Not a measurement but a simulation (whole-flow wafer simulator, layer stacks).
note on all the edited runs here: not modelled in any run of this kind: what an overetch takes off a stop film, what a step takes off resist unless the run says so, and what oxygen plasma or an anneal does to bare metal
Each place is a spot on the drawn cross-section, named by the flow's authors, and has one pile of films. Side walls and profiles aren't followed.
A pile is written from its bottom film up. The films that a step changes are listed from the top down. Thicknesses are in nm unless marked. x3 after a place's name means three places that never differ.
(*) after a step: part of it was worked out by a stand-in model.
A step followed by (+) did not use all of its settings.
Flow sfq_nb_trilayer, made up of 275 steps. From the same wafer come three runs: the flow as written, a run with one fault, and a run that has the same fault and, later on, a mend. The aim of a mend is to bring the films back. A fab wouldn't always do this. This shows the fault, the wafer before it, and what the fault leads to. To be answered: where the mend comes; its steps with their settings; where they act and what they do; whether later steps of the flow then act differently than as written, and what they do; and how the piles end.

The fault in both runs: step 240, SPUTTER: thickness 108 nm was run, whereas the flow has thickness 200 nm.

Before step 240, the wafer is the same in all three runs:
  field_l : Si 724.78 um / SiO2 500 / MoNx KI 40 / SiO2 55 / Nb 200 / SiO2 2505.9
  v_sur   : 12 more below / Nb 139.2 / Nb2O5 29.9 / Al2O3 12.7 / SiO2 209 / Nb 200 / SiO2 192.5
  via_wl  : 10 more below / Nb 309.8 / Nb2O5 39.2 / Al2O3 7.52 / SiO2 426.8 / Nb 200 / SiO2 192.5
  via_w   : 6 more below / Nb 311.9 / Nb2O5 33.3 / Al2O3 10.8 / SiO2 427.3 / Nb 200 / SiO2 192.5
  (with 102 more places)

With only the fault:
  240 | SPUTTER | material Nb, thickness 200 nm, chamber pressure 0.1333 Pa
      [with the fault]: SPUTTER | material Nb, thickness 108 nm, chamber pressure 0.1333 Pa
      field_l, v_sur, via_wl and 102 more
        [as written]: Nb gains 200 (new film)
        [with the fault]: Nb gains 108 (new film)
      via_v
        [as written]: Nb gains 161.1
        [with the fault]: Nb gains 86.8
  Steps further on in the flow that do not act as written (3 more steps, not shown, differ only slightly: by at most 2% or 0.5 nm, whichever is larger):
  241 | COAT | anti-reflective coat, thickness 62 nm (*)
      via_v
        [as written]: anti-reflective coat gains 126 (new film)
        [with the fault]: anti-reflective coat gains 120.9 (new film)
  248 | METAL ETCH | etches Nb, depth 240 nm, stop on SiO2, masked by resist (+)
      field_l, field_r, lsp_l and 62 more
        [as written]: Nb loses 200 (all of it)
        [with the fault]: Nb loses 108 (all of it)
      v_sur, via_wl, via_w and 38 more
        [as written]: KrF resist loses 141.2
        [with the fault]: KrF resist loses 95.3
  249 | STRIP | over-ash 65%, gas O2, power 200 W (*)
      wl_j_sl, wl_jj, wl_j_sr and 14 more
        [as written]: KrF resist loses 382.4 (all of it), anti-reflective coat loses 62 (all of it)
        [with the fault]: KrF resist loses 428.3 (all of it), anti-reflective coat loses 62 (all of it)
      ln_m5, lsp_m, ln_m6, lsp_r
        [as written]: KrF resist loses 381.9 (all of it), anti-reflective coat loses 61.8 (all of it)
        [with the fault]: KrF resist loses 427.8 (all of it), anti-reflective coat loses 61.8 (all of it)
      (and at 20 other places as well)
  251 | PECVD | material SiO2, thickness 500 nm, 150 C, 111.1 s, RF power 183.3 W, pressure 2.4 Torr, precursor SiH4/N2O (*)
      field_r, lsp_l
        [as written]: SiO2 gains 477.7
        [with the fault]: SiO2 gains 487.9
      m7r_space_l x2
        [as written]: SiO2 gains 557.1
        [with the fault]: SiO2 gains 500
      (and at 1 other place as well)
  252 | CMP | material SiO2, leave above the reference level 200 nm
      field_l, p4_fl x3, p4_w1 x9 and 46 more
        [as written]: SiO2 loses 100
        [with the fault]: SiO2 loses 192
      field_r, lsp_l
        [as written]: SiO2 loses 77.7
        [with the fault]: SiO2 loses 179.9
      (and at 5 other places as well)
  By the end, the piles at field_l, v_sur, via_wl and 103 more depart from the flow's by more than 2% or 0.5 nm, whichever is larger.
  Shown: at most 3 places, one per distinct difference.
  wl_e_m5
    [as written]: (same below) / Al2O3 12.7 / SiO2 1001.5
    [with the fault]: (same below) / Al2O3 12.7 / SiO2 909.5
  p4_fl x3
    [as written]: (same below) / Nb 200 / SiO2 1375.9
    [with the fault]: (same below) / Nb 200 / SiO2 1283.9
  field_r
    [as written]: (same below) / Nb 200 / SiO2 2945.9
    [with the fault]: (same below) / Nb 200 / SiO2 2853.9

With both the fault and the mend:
  The mend stands after step 246.
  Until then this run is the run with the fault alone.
  246a | STRIP | over-ash 65%, gas O2, power 200 W (*)
      p4_fl x3, p4_w1 x9, p4_g1 x2 and 46 more
        anti-reflective coat loses 62 (all of it)
      wl_j_sl, wl_jj, wl_j_sr and 14 more
        KrF resist loses 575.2 (all of it), anti-reflective coat loses 62 (all of it)
      field_r, lsp_l, l0_sur, l0v
        anti-reflective coat loses 61.8 (all of it)
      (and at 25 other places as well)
  246b | SPUTTER | material Nb, thickness 92 nm, chamber pressure 0.1333 Pa (the flow's step 240, run once more with other settings)
      field_l, v_sur, via_wl and 102 more
        Nb gains 92
      via_v
        Nb gains 71.2
  246c | COAT | anti-reflective coat, thickness 62 nm (*) (the flow's step 241, run once more)
      p4_fl x3, p4_w1 x9, p4_g1 x2 and 63 more
        anti-reflective coat gains 62 (new film)
      moat, field_r, lsp_l and 6 more
        anti-reflective coat gains 61.8 (new film)
      be_r, r_sur, res, r_end
        anti-reflective coat gains 61.7 (new film)
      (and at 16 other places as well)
  246d | COAT | KrF resist, thickness 600 nm (*) (the flow's step 242, run once more)
      p4_fl x3, p4_w1 x9, p4_g1 x2 and 63 more
        KrF resist gains 600 (new film)
      field_r, lsp_l, ln_m5, lsp_m, ln_m6, l0v
        KrF resist gains 599.5 (new film)
      r_end, moat
        KrF resist gains 599.4 (new film)
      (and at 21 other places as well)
  246e | SOFTBAKE | KrF resist (the flow's step 243, run once more)
      does not change any film at any place that is followed
  246f | EXPOSE | photomask M7, dose 12.21 mJ/cm2, NA 0.6, wavelength 248 nm (*) (the flow's step 244, run once more)
      does not change any film at any place that is followed
  246g | PEB | KrF resist, 90 s (the flow's step 245, run once more)
      field_l, v_sur, via_wl and 97 more
        KrF resist loses 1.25
      via_w, via_wr, wire, be
        KrF resist loses 1.24
      via_sp
        KrF resist loses 1.23
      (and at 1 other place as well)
  246h | DEVELOP | KrF resist, thickness 600 nm, 60 s (the flow's step 246, run once more)
      p4_fl x3, p4_w1 x9, p4_g1 x2 and 46 more
        KrF resist loses 598.7 (all of it)
      v_sur, via_wl, via_w and 38 more
        KrF resist loses 23.5
      field_r, lsp_l
        KrF resist loses 598.2 (all of it)
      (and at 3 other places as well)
  Later steps of the flow that are run all act as written at every place that is followed, up to a difference of at most 2% or 0.5 nm, whichever is larger.
  When the end is reached, the piles differ only a little from the flow's at the places that both follow, at most by 2% or 0.5 nm, whichever is larger.
